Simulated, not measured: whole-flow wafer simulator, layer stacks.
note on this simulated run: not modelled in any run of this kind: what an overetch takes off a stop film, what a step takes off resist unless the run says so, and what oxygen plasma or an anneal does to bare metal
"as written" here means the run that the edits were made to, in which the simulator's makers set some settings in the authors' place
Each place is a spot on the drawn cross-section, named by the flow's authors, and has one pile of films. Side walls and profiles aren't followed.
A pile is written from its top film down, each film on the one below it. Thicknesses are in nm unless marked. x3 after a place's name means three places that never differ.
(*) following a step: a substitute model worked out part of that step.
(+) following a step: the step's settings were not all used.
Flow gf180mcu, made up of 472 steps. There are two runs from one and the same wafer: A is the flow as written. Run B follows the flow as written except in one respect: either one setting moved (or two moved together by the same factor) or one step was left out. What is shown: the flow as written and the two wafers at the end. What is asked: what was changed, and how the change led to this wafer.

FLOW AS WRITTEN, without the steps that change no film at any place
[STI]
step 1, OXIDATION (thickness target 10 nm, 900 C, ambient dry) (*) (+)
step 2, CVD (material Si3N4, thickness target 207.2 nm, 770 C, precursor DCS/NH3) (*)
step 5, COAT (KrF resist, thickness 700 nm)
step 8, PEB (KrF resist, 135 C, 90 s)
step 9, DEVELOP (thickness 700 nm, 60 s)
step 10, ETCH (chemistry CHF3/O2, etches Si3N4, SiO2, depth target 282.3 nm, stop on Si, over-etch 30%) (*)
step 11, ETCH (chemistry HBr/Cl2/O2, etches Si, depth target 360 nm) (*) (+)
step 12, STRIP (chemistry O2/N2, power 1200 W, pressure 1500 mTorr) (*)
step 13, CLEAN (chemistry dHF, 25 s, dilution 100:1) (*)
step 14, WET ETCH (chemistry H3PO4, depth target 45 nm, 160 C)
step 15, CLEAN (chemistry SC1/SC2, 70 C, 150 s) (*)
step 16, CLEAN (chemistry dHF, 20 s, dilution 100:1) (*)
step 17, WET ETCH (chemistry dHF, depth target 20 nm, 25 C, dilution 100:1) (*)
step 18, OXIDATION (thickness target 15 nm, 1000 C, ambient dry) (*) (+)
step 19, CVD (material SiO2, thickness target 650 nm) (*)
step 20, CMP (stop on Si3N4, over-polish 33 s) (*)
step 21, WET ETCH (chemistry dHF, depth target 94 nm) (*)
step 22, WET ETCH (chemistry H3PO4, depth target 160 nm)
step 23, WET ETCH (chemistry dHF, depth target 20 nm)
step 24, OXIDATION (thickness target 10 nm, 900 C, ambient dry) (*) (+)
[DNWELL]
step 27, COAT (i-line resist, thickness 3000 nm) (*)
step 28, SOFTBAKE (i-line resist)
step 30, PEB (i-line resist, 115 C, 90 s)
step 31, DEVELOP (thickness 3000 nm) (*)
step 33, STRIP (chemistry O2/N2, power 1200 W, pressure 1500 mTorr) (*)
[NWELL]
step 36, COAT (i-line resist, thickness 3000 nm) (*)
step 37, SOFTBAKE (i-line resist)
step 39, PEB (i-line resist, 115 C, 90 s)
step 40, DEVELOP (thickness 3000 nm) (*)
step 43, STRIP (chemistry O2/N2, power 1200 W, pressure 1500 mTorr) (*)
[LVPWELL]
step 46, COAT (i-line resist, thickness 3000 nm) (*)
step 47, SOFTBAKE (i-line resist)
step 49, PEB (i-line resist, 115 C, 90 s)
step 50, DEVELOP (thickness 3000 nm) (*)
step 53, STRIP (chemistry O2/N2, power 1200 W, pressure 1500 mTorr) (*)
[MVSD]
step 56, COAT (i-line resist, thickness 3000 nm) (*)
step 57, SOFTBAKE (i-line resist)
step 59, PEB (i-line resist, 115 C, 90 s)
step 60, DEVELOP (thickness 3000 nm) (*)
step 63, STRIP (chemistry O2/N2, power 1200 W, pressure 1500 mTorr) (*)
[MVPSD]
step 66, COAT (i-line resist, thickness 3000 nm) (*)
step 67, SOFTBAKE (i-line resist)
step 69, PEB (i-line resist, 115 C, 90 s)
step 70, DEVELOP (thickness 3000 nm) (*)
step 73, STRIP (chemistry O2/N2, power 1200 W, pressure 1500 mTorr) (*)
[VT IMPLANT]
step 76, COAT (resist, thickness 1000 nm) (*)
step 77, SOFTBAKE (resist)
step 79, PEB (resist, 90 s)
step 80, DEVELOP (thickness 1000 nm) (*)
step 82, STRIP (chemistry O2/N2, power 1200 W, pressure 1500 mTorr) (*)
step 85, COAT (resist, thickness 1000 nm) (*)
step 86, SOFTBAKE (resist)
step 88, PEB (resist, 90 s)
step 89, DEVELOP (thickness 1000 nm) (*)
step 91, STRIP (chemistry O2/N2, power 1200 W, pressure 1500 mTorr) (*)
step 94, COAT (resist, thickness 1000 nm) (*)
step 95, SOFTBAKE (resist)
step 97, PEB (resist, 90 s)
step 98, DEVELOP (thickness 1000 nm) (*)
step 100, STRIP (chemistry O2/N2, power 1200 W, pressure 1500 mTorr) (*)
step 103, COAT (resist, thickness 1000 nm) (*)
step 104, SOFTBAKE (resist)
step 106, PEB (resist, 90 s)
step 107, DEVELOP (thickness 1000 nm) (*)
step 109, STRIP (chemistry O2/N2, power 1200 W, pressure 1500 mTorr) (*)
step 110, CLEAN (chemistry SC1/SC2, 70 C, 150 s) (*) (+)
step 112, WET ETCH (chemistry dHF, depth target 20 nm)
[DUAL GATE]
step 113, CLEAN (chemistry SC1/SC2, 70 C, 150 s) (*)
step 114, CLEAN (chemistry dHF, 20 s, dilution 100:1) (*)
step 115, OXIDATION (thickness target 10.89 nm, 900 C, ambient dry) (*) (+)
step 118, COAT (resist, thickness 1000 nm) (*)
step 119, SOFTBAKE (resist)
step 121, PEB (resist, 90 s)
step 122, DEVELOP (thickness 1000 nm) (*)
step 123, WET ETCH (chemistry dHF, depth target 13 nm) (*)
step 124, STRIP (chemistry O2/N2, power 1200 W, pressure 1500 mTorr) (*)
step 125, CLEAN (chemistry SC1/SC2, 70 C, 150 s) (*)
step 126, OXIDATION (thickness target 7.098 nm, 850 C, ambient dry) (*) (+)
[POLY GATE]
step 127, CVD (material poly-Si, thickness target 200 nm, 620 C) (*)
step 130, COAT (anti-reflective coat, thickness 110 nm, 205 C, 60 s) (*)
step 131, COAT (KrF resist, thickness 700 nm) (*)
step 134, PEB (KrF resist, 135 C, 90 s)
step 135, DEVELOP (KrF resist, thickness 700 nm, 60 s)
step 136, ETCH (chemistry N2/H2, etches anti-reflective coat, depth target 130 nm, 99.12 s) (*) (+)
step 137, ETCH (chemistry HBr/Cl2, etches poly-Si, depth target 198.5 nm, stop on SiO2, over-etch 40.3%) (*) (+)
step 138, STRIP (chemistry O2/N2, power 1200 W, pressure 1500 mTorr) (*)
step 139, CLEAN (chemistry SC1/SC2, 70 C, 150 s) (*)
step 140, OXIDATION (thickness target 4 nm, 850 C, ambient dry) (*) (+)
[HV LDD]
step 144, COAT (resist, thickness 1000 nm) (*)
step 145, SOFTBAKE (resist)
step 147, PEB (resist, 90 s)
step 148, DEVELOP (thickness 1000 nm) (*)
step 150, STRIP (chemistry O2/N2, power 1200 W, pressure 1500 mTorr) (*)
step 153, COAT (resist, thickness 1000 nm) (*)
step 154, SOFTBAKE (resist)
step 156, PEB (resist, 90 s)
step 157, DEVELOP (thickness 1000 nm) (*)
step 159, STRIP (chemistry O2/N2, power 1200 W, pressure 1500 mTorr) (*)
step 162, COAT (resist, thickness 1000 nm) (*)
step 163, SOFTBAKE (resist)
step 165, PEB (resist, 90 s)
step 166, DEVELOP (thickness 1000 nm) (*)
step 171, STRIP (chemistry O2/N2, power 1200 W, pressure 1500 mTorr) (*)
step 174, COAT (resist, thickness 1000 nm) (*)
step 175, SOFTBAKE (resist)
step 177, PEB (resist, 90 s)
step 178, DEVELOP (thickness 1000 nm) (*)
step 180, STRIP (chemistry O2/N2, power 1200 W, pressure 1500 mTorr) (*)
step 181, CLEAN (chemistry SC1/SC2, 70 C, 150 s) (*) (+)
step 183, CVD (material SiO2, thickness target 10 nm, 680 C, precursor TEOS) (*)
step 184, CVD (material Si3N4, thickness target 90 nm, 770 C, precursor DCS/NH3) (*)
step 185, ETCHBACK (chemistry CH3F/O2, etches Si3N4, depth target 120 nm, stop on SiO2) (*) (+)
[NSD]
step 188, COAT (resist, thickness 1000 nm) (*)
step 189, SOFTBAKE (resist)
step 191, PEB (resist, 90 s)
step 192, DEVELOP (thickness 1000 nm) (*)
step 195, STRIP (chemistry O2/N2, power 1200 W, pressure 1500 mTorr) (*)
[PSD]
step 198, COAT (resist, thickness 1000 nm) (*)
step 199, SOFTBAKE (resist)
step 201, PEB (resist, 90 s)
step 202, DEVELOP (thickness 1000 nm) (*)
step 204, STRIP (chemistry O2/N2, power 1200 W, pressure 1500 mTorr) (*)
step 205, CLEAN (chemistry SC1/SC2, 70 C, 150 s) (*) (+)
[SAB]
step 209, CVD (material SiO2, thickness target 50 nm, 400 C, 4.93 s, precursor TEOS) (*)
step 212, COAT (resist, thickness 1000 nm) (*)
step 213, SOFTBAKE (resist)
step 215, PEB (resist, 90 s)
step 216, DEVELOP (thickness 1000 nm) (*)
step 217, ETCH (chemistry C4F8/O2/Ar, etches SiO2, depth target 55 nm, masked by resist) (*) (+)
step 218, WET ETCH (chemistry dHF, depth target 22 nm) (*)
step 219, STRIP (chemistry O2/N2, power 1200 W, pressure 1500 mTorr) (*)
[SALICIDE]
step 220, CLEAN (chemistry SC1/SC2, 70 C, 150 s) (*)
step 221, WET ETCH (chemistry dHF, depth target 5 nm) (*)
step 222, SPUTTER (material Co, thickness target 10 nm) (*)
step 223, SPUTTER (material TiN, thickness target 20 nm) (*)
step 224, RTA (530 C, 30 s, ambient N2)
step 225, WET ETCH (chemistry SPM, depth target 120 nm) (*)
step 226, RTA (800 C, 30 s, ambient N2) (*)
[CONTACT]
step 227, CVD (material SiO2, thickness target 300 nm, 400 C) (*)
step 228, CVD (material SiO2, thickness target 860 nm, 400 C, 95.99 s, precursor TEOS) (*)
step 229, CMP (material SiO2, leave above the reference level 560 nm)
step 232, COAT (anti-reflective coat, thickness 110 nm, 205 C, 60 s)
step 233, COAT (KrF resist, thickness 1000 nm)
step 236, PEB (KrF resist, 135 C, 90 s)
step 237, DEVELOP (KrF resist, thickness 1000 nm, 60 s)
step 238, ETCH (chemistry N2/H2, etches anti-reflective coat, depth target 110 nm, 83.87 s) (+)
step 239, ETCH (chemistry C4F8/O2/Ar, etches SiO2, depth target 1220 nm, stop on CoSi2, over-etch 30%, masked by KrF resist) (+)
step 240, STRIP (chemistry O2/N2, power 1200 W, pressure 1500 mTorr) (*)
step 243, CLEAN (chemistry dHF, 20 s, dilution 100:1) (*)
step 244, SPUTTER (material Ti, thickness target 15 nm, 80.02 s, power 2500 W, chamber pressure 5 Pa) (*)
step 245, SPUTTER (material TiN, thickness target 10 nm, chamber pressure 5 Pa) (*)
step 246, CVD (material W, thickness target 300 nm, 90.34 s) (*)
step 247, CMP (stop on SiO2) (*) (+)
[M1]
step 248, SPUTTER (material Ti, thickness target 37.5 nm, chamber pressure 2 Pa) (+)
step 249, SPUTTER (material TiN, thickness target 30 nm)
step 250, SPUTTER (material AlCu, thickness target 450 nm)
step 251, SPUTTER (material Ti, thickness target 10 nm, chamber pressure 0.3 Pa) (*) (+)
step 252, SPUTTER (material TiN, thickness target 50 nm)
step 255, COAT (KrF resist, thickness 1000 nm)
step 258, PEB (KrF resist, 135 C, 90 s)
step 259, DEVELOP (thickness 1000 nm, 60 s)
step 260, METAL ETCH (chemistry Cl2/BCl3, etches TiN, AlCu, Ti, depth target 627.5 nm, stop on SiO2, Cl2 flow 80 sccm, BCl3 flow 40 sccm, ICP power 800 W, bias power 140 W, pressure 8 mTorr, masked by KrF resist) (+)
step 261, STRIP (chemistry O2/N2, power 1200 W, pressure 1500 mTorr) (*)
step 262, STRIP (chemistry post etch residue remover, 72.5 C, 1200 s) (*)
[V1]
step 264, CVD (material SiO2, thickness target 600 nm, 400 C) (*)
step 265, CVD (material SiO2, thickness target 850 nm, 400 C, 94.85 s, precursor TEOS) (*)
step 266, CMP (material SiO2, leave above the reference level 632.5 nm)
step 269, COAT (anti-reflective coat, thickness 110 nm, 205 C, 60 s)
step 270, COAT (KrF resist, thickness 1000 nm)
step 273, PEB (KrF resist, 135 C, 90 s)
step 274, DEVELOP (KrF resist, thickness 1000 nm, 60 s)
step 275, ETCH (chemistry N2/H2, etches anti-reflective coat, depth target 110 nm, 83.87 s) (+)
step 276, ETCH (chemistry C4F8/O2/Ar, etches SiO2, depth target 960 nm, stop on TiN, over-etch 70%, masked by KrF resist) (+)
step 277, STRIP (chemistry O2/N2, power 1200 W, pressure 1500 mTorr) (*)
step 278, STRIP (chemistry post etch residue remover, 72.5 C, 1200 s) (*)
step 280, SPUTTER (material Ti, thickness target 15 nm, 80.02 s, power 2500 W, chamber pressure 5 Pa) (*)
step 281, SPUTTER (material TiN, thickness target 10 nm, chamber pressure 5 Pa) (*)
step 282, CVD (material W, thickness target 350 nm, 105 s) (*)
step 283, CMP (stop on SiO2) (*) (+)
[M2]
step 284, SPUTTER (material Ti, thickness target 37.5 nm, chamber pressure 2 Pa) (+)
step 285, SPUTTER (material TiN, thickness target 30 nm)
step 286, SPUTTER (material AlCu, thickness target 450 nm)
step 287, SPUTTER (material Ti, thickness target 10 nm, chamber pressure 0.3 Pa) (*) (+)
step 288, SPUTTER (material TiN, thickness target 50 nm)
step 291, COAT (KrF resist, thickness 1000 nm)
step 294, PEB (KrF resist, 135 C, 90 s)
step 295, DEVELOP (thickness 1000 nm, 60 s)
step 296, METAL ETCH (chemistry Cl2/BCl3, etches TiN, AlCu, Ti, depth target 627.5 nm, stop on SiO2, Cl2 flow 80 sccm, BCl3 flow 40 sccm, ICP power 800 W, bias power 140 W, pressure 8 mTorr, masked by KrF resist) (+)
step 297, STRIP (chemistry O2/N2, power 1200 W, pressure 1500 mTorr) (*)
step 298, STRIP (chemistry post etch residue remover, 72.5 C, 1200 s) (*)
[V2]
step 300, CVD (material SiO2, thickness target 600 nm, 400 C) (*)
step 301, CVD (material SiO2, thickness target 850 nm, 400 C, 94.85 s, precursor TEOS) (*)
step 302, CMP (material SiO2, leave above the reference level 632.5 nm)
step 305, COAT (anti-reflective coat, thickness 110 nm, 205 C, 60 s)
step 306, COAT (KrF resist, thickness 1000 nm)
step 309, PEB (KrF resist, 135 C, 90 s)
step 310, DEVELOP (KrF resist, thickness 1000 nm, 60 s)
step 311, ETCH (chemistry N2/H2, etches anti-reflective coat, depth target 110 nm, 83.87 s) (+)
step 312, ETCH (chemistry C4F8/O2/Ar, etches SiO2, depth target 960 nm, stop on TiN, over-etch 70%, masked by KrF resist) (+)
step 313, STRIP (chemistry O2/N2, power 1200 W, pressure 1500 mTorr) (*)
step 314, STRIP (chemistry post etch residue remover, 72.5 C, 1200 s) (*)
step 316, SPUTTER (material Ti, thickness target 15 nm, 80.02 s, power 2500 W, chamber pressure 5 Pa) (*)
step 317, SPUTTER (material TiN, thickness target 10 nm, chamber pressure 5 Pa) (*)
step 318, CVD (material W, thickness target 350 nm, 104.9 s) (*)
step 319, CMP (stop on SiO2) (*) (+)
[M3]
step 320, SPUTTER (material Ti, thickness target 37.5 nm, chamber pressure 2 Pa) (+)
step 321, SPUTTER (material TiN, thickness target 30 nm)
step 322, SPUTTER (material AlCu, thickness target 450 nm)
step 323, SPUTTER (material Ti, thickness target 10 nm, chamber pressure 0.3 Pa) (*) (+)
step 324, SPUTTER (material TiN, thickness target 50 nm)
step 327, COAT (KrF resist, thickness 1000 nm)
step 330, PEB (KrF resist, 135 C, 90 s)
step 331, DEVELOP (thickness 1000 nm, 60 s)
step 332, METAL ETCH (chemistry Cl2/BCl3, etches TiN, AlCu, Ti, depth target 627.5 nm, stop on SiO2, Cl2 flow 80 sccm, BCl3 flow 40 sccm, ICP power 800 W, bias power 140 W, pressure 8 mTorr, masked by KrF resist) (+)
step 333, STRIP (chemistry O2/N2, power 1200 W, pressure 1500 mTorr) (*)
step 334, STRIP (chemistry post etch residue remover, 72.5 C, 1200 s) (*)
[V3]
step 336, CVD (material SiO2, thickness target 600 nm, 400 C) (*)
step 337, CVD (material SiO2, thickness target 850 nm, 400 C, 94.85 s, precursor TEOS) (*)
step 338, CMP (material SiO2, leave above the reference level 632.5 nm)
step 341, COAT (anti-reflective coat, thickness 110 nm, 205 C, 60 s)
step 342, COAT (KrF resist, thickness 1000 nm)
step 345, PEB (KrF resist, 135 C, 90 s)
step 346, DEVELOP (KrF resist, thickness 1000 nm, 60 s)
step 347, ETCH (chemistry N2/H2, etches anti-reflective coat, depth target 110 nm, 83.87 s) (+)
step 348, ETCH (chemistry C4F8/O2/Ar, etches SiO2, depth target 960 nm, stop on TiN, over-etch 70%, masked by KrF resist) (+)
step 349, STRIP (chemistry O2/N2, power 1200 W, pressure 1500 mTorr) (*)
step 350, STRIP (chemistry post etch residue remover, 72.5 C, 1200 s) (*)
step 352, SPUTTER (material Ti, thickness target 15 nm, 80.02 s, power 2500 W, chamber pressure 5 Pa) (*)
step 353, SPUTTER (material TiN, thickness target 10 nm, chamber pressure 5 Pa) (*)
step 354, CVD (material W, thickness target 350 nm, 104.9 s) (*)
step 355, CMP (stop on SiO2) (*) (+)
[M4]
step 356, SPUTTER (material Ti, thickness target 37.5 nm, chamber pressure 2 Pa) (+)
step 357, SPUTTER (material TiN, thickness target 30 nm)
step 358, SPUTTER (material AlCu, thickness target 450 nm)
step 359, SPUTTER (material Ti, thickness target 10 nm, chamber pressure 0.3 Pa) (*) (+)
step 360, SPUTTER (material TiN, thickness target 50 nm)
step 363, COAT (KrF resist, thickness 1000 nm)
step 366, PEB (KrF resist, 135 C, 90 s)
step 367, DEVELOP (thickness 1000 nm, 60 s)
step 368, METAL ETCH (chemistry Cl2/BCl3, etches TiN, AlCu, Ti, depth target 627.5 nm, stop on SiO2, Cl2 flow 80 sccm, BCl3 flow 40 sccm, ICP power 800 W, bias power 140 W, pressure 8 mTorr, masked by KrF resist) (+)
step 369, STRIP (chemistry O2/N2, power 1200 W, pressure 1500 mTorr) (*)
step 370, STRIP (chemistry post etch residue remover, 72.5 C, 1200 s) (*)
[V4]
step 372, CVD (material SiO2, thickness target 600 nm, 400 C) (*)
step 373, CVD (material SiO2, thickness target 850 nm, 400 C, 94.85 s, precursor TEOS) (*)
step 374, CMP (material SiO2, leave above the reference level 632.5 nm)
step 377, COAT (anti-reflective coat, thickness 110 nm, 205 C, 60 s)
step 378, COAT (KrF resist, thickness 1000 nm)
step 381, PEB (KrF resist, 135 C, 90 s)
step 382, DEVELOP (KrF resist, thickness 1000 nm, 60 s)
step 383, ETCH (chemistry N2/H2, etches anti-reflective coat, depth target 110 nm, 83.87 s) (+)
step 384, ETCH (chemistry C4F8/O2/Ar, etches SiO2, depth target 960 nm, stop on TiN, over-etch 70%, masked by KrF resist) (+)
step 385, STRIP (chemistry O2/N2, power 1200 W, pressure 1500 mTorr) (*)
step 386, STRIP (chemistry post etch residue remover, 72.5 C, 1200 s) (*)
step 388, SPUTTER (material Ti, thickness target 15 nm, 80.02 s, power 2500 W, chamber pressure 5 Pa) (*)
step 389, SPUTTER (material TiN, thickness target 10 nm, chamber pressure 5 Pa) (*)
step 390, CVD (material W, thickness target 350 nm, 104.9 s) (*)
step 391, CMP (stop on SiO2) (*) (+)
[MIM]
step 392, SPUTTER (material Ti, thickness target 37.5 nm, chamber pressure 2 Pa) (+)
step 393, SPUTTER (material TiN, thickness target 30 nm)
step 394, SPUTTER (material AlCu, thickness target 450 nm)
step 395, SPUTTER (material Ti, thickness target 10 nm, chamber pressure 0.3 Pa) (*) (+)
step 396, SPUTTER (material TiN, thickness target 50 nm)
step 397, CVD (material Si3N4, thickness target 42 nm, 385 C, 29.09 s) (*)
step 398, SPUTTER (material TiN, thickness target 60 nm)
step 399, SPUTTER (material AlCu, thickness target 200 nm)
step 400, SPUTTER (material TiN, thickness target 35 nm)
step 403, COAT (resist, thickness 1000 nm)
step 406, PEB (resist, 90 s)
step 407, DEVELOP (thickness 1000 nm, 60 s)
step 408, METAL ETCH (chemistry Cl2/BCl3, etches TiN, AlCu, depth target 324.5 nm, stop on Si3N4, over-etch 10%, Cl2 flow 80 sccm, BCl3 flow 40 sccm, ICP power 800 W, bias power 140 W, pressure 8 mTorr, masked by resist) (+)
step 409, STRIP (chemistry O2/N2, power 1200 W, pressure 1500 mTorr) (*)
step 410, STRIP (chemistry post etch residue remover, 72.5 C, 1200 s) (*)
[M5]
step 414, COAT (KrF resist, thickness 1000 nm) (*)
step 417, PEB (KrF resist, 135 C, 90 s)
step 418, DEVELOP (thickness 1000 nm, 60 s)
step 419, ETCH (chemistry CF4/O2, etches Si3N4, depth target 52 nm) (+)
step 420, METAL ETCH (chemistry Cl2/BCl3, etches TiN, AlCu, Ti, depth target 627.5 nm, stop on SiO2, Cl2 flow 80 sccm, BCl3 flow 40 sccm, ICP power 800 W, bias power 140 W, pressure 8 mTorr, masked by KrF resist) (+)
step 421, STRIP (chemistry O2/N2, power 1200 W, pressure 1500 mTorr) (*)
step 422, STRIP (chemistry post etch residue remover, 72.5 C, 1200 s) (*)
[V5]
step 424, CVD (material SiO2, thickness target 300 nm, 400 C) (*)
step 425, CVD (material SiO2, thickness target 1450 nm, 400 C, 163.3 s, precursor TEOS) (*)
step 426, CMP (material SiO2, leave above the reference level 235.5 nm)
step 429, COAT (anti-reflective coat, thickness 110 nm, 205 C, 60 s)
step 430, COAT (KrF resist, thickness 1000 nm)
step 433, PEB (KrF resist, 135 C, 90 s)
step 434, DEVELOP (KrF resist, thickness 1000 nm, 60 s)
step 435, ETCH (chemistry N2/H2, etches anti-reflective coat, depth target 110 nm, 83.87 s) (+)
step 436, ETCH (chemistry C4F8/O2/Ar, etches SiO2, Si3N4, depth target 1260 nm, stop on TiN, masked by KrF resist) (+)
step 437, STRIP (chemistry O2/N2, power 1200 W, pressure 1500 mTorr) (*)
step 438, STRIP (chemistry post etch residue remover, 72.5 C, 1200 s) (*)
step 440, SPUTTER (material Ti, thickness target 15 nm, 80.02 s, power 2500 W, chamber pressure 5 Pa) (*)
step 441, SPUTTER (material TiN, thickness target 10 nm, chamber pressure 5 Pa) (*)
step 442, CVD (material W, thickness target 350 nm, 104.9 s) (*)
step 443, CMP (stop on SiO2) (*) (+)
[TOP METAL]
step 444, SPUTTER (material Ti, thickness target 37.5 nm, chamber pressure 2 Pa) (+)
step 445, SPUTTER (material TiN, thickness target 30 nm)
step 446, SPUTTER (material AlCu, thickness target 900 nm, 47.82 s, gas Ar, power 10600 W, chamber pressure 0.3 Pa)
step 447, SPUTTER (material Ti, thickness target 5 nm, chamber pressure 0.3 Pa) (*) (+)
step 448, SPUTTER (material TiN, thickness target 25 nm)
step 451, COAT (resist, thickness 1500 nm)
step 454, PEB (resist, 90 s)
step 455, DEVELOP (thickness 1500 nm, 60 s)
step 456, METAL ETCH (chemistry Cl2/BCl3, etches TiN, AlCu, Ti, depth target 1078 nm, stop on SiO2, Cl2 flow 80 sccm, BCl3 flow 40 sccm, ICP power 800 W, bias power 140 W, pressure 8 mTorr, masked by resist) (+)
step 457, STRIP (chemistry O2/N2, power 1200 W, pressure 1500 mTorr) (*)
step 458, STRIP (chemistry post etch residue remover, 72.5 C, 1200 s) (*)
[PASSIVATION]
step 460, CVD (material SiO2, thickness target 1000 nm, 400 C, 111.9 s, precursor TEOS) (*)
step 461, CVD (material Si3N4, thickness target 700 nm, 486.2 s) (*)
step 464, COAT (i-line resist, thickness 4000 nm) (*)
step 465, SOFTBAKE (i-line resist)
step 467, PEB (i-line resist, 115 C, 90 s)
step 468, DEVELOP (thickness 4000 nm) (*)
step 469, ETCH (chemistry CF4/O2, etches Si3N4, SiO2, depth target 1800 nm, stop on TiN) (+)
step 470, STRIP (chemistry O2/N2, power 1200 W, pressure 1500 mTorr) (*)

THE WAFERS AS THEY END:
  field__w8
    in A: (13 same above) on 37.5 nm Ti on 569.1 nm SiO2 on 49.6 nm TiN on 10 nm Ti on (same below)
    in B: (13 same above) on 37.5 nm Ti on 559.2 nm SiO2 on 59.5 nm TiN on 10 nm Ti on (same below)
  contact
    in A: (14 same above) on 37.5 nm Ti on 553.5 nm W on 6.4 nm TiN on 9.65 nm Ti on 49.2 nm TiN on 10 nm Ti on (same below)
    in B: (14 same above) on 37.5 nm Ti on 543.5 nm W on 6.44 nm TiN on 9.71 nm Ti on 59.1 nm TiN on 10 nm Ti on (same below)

The reason: step 360, SPUTTER: thickness target 59.9 nm was run, though the flow has thickness target 50 nm.

How this came from the change, step by step:
  step 360, SPUTTER (material TiN, thickness target 50 nm)
      field, field__w1, field__w2 and 108 more: A +50 TiN (new film) | B +59.9 TiN (new film)
  step 368, METAL ETCH (chemistry Cl2/BCl3, etches TiN, AlCu, Ti, depth target 627.5 nm, stop on SiO2, Cl2 flow 80 sccm, BCl3 flow 40 sccm, ICP power 800 W, bias power 140 W, pressure 8 mTorr, masked by KrF resist) (+)
      field, field__w1, field__w2 and 103 more: A -50 TiN (all of it), -10 Ti (all of it), -450 AlCu (all of it), -30 TiN (all of it), -37.5 Ti (all of it) | B -59.9 TiN (all of it), -10 Ti (all of it), -450 AlCu (all of it), -30 TiN (all of it), -37.5 Ti (all of it)
